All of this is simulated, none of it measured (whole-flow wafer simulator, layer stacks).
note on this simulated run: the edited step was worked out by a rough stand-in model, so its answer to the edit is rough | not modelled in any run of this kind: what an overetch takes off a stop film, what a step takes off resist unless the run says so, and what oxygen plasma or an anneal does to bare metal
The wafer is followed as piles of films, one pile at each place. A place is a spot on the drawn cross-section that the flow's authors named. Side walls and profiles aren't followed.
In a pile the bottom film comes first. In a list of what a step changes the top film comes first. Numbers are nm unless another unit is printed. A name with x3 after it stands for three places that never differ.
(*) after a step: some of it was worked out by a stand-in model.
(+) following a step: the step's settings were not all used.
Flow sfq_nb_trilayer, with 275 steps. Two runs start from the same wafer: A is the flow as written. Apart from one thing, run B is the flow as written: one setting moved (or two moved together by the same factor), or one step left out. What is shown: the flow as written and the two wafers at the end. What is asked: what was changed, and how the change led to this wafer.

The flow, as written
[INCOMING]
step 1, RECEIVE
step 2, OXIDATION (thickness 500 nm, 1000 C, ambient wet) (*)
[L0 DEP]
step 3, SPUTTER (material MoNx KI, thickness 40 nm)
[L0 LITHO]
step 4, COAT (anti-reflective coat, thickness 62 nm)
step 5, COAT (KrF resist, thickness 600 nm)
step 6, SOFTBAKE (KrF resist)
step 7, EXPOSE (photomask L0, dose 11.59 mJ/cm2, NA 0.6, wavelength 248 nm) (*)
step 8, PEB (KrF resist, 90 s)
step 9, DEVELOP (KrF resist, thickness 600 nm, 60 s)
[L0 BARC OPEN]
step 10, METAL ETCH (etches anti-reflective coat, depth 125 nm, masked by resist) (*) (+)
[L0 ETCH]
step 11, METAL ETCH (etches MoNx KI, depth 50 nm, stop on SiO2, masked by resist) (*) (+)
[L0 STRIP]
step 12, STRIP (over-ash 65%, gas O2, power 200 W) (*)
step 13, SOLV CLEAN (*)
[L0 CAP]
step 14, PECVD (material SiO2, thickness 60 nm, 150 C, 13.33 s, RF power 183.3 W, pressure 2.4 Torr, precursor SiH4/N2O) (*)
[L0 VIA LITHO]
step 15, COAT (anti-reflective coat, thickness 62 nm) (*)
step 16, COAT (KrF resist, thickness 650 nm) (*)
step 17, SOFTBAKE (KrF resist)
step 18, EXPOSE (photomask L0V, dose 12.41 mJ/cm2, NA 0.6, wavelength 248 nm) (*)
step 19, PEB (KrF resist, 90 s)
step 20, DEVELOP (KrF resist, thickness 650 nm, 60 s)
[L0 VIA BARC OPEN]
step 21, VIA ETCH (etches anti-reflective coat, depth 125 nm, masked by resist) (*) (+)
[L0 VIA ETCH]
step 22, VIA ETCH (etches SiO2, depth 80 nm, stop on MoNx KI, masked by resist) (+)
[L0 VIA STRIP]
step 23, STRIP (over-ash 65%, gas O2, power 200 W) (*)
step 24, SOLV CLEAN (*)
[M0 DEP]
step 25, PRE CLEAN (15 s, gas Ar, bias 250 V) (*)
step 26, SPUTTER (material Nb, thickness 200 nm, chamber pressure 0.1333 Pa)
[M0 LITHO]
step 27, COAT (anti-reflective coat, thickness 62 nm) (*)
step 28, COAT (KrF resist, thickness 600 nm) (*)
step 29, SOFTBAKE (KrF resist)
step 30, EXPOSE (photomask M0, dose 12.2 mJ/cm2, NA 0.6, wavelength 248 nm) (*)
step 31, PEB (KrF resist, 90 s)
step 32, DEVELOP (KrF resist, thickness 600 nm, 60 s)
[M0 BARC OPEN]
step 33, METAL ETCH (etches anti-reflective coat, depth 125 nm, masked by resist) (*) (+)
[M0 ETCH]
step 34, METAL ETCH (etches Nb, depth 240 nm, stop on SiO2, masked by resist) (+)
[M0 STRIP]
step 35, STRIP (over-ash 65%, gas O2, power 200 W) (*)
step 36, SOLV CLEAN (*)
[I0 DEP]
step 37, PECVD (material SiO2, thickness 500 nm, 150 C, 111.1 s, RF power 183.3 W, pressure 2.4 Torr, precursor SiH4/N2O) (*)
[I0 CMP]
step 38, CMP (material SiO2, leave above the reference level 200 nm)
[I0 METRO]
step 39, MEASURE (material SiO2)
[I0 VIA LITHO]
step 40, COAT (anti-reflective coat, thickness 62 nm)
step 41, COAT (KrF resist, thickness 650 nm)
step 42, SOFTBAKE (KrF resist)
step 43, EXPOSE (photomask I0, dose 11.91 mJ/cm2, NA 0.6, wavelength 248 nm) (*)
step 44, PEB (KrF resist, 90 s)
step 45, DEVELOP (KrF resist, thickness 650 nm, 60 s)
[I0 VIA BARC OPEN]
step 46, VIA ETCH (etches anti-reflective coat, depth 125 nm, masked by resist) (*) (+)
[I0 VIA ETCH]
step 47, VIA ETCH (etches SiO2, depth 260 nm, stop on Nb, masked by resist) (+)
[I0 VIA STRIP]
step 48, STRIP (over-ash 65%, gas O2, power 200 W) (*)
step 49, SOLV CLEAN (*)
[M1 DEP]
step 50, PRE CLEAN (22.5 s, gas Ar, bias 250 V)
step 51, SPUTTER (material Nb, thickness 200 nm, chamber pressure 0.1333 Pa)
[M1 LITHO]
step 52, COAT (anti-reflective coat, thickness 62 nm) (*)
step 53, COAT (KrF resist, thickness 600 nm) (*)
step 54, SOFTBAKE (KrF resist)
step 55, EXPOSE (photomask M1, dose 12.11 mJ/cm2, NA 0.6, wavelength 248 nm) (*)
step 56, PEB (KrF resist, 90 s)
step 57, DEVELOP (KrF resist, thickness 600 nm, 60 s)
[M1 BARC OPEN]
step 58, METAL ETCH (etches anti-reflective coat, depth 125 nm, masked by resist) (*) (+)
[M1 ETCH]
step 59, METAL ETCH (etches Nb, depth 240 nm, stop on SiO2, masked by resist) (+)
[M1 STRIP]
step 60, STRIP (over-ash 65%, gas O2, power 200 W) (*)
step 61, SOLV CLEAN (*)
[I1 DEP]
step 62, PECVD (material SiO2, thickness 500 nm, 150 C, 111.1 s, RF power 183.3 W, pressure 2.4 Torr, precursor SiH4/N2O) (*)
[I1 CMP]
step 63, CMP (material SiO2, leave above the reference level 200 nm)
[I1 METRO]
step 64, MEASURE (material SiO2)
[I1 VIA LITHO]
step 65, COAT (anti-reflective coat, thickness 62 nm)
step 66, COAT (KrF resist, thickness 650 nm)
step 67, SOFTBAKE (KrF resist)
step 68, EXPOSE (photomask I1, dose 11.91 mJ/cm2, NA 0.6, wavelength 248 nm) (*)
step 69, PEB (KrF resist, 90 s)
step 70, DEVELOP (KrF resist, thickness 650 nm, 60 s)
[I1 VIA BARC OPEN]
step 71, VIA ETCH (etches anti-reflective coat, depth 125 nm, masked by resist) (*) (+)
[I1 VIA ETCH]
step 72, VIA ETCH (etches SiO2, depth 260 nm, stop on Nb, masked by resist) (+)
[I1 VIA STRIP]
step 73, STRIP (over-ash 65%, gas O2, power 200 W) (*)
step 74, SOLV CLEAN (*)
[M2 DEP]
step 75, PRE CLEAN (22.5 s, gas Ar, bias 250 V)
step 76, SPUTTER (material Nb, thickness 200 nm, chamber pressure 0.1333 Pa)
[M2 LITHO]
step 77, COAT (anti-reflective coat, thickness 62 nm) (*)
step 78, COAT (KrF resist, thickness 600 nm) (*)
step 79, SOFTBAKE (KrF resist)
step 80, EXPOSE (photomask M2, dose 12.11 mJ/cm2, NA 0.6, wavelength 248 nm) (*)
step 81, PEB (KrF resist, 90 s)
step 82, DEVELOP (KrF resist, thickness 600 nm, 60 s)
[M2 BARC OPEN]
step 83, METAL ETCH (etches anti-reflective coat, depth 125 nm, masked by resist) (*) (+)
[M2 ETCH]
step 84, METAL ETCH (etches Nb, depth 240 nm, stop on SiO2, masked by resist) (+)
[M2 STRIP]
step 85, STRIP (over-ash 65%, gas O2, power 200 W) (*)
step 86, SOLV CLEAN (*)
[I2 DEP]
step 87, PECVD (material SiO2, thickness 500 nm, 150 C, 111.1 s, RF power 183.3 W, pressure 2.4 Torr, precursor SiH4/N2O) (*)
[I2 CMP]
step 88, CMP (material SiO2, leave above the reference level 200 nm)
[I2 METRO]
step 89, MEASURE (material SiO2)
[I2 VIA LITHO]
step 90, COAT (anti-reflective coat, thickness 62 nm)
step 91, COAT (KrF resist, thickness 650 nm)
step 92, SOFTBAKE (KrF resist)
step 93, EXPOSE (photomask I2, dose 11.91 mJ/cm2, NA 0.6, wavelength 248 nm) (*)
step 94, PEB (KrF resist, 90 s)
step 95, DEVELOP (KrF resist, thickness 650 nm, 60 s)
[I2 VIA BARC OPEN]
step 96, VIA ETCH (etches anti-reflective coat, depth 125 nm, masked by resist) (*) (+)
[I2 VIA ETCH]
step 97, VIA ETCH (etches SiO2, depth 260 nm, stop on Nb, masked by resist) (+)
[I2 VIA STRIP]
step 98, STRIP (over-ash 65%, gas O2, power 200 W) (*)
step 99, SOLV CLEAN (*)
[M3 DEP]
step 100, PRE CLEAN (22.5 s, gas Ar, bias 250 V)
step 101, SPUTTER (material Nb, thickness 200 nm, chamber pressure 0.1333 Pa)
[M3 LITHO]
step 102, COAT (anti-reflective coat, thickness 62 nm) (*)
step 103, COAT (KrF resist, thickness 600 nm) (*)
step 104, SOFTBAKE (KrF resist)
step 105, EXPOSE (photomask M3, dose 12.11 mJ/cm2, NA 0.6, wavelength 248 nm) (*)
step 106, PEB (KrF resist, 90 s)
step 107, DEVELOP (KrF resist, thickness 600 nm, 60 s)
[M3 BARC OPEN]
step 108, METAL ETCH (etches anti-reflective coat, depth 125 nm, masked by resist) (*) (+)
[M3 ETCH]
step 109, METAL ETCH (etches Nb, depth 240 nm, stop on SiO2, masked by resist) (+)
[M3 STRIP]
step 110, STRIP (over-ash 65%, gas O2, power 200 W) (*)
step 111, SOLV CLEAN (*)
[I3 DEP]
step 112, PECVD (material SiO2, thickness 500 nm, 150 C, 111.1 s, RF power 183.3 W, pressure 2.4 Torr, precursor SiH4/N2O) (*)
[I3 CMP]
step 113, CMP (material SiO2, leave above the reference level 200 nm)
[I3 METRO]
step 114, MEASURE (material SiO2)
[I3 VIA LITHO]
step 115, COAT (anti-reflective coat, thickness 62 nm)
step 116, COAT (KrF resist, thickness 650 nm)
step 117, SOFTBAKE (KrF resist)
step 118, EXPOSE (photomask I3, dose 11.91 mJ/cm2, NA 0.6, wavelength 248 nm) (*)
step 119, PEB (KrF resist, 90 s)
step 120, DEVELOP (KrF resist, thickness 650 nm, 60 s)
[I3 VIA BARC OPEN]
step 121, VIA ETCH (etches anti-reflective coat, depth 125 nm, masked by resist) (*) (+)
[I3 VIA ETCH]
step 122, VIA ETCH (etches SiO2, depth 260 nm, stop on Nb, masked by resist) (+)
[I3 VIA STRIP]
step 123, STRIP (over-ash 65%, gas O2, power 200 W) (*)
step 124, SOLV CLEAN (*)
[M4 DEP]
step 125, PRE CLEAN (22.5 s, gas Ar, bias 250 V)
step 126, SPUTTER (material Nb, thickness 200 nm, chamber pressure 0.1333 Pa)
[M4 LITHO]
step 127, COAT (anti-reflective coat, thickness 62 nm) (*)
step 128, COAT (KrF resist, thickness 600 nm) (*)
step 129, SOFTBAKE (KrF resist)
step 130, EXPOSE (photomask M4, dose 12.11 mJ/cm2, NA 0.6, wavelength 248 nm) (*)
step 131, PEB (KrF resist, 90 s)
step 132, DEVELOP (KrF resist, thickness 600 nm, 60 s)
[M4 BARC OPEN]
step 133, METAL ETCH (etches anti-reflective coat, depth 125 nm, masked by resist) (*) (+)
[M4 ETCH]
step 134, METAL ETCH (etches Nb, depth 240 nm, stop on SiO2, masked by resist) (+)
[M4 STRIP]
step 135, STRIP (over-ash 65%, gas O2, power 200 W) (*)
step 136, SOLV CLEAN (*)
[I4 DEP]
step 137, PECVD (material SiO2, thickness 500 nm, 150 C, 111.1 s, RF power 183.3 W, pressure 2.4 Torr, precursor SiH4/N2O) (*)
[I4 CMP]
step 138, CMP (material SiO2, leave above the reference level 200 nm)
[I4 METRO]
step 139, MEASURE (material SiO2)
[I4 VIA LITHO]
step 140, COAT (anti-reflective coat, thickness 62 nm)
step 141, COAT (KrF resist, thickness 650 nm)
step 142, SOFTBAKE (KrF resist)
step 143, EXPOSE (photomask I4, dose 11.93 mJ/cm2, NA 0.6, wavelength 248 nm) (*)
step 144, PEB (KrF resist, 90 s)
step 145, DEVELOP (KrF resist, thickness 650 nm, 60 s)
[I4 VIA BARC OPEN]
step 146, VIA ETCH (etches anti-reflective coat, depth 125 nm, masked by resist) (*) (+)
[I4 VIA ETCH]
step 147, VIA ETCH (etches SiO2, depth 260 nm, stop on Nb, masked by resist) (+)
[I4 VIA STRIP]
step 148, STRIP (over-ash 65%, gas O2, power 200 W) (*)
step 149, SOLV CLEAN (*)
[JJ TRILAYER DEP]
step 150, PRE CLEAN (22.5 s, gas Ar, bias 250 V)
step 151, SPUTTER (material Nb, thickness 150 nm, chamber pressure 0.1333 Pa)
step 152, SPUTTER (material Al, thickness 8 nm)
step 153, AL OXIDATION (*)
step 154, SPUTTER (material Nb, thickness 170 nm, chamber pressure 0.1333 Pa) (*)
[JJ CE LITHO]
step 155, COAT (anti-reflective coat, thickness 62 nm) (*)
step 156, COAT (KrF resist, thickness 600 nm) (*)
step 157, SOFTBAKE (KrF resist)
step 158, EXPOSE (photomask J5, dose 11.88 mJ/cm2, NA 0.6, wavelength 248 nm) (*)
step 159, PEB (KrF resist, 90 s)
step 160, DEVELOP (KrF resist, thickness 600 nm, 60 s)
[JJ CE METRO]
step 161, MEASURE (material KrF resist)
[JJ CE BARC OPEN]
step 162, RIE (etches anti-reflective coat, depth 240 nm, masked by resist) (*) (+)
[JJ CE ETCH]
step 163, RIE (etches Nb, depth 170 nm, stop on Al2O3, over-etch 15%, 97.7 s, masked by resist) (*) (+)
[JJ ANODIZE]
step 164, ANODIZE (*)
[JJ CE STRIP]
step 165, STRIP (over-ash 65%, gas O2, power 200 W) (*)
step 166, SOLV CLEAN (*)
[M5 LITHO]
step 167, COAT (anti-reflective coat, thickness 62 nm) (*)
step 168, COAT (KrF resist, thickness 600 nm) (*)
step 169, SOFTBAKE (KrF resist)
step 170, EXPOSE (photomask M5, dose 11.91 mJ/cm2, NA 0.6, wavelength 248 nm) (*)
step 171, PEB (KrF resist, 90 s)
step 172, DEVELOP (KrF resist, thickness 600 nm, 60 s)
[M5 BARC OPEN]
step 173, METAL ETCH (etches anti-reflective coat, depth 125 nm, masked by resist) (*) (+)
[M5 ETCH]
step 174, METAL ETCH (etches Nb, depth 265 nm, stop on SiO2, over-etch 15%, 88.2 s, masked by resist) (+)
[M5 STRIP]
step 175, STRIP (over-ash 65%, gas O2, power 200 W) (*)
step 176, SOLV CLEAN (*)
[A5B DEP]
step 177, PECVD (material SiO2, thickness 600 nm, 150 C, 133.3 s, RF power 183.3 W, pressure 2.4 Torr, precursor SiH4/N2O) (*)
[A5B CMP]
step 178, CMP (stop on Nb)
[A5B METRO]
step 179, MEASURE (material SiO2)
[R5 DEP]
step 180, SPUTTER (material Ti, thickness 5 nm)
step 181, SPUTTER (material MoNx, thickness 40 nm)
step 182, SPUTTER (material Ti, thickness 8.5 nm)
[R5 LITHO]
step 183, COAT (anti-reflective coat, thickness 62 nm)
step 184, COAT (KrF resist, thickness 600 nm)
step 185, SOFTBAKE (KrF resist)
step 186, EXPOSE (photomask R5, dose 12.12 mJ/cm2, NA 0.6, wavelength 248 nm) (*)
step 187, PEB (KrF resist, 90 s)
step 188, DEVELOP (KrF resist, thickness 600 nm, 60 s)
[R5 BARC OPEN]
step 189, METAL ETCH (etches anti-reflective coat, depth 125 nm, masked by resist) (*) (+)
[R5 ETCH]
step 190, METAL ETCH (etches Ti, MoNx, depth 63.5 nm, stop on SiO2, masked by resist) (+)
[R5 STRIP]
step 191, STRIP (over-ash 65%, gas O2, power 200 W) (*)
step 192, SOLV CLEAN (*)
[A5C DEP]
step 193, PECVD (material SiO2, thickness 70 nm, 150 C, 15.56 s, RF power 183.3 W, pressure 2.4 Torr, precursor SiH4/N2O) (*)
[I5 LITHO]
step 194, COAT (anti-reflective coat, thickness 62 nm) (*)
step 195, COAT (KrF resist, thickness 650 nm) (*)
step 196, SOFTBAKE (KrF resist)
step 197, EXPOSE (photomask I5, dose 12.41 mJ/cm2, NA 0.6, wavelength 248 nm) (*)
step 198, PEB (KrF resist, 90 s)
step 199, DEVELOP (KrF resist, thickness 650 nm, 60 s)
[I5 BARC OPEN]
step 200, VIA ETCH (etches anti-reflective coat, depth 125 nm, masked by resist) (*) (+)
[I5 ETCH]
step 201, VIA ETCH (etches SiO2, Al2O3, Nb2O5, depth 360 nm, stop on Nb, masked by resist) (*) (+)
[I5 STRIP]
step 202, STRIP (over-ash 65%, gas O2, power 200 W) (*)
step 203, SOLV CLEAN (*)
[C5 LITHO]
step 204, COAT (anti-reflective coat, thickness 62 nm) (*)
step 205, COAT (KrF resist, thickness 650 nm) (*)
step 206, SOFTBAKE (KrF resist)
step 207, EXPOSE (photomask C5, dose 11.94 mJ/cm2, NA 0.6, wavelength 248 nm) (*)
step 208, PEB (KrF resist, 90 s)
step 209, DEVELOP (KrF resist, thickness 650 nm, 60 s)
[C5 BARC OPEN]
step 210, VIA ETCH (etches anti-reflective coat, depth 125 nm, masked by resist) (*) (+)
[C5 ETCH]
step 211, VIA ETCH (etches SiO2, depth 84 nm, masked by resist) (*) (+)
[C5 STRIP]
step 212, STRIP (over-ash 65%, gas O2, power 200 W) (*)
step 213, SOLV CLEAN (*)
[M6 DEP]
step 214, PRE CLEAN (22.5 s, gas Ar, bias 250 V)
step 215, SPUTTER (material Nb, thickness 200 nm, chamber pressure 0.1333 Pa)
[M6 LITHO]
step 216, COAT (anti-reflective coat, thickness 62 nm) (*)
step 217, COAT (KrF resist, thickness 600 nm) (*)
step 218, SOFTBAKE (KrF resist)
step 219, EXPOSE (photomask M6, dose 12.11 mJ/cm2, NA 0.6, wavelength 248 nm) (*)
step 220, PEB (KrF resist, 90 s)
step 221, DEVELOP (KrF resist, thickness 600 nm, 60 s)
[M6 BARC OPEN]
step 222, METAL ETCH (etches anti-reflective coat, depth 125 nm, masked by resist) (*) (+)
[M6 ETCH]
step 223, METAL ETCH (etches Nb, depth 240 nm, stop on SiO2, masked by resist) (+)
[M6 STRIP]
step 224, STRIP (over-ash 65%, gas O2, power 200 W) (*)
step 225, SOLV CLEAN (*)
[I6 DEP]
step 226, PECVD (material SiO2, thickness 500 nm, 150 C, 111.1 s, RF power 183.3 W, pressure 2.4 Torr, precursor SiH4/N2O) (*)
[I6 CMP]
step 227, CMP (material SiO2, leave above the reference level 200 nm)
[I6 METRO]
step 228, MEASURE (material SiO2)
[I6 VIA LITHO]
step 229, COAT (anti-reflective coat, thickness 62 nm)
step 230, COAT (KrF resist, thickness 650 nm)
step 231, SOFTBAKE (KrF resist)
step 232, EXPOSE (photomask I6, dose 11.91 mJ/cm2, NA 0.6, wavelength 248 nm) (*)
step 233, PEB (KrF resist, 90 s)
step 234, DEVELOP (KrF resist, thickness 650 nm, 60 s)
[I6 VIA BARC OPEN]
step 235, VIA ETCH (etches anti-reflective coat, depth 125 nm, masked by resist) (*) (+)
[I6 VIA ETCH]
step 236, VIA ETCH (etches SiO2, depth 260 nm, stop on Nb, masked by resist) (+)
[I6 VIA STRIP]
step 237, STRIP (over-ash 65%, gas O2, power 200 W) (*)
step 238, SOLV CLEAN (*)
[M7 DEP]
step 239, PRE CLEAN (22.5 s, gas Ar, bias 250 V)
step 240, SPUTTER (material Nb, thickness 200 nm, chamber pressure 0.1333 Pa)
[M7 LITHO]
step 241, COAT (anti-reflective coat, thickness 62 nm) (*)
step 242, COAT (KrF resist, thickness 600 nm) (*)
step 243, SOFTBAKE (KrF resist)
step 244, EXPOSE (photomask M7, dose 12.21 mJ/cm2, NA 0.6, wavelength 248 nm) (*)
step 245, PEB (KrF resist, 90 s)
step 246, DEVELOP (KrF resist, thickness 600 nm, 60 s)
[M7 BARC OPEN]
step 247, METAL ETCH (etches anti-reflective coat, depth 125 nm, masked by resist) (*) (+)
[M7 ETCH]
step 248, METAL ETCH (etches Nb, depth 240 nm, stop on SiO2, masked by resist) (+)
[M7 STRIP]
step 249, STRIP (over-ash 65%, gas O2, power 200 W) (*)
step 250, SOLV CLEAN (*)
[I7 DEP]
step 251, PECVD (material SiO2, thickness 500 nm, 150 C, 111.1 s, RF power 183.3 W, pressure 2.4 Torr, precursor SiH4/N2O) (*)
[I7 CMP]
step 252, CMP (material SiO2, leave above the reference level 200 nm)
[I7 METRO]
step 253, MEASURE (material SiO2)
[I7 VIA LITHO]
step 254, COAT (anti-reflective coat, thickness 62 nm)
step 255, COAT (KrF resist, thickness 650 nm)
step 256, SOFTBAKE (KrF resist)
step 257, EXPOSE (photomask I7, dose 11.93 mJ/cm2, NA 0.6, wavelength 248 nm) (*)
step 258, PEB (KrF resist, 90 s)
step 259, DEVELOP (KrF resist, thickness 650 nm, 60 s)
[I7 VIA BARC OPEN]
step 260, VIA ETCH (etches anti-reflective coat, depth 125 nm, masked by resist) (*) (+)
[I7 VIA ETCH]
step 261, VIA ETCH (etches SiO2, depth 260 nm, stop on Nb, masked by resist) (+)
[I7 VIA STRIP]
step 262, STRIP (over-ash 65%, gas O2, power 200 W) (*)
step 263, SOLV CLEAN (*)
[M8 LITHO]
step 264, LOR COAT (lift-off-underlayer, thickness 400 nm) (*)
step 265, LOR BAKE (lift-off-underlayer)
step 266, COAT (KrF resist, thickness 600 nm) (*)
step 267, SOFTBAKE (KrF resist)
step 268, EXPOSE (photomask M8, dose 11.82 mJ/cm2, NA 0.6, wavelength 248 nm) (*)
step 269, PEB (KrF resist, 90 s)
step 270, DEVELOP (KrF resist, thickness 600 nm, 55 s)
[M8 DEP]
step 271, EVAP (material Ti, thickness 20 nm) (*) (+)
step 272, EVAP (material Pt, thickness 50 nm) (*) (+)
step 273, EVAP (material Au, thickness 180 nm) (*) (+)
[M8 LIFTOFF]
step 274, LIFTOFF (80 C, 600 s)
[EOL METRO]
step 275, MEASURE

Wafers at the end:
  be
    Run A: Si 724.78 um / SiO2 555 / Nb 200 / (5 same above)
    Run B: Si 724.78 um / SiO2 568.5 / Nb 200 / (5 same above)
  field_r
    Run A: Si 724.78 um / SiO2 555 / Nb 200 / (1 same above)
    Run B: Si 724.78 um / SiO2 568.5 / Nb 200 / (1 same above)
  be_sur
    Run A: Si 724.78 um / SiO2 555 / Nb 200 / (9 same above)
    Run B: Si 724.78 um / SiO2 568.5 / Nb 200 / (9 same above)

Cause: step 14, PECVD: thickness 73.5 nm was run, whereas the flow has thickness 60 nm; step 14, PECVD: 16.33 s was run, where the flow has 13.33 s.

How this came from the change, step by step:
  step 14, PECVD (material SiO2, thickness 60 nm, 150 C, 13.33 s, RF power 183.3 W, pressure 2.4 Torr, precursor SiH4/N2O) (*)
      v_sur, via_wl, via_w and 97 more: A SiO2 gains 60 | B SiO2 gains 73.5
      field_l, l0_sur, l0v, l0r_line_l, l0r_line_c, l0r_line_r: A SiO2 gains 60 (new film) | B SiO2 gains 73.5 (new film)
  step 22, VIA ETCH (etches SiO2, depth 80 nm, stop on MoNx KI, masked by resist) (+)
      l0v: A SiO2 loses 59.8 (all of it) | B SiO2 loses 73.3 (all of it)
  step 27, COAT (anti-reflective coat, thickness 62 nm) (*)
      l0v: A anti-reflective coat gains 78 (new film) | B anti-reflective coat gains 81.5 (new film)
  step 35, STRIP (over-ash 65%, gas O2, power 200 W) (*)
      l0v: A KrF resist loses 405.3 (all of it), anti-reflective coat loses 78 (all of it) | B KrF resist loses 414.2 (all of it), anti-reflective coat loses 81.5 (all of it)
  step 38, CMP (material SiO2, leave above the reference level 200 nm)
      l0v: A SiO2 loses 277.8 | B SiO2 loses 261.9
